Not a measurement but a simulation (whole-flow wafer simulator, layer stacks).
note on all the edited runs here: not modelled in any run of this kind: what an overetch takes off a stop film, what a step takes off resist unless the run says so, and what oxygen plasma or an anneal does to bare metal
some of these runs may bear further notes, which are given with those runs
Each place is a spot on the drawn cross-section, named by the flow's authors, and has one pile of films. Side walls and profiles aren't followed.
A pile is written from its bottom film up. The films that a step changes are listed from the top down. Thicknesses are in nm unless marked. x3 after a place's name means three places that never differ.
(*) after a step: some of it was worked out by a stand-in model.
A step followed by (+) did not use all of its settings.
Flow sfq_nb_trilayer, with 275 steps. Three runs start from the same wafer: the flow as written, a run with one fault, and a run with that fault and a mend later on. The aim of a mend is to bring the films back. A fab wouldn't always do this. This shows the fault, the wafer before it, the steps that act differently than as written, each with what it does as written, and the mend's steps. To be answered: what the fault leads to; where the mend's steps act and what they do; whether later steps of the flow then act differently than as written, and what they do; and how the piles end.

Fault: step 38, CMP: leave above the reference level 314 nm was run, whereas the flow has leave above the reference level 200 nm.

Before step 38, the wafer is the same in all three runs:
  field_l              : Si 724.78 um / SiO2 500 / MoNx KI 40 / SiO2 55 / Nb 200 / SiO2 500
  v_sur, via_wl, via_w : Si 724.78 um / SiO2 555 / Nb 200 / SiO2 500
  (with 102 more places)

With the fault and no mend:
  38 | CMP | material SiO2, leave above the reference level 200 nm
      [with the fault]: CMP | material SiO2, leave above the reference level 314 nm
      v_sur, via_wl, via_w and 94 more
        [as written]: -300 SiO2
        [with the fault]: -186 SiO2
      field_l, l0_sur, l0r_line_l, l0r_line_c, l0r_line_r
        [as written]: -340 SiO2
        [with the fault]: -226 SiO2
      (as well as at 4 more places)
  Steps later in the flow that act otherwise than as written (not shown: 4 more steps that differ only slightly, by at most 2% or 0.5 nm, whichever is larger):
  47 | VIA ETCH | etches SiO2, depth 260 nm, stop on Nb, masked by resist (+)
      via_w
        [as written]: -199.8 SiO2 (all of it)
        [with the fault]: -260 SiO2
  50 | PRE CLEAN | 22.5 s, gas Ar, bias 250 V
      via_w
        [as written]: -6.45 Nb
        [with the fault]: -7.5 SiO2
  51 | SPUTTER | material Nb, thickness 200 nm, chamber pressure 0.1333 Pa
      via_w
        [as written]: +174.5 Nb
        [with the fault]: +163.1 Nb (new film)
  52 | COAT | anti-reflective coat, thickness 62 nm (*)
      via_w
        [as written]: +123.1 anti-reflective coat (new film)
        [with the fault]: +136.1 anti-reflective coat (new film)
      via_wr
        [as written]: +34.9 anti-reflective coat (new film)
        [with the fault]: +33.2 anti-reflective coat (new film)
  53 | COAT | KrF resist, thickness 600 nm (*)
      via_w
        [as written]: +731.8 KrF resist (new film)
        [with the fault]: +781.6 KrF resist (new film)
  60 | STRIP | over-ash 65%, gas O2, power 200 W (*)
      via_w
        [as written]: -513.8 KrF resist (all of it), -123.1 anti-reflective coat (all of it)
        [with the fault]: -563.6 KrF resist (all of it), -136.1 anti-reflective coat (all of it)
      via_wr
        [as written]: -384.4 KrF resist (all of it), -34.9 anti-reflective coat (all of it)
        [with the fault]: -378.6 KrF resist (all of it), -33.2 anti-reflective coat (all of it)
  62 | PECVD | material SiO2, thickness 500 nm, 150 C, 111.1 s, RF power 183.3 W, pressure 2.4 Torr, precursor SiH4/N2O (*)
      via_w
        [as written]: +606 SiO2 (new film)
        [with the fault]: +678.7 SiO2 (new film)
  By the end, the piles at field_l, v_sur, via_wl and 103 more depart from the flow's by more than 2% or 0.5 nm, whichever is larger.
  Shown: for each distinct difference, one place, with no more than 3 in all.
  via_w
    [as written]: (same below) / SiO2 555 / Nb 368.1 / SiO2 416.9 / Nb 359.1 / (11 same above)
    [with the fault]: (same below) / SiO2 555 / Nb 200 / SiO2 46.3 / Nb 163.1 / SiO2 489.6 / Nb 359.1 / (11 same above)
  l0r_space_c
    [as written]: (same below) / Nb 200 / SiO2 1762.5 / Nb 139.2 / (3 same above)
    [with the fault]: (same below) / Nb 200 / SiO2 1876.5 / Nb 139.2 / (3 same above)
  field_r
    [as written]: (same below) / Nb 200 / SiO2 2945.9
    [with the fault]: (same below) / Nb 200 / SiO2 3059.9

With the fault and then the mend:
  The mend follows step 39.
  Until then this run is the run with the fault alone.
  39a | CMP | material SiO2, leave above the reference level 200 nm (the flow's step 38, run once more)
      field_l, v_sur, via_wl and 103 more
        -114 SiO2
  Later steps of the flow that are run all act as written at every place that is followed.
  By the end, the piles equal the flow's at every place that both follow.
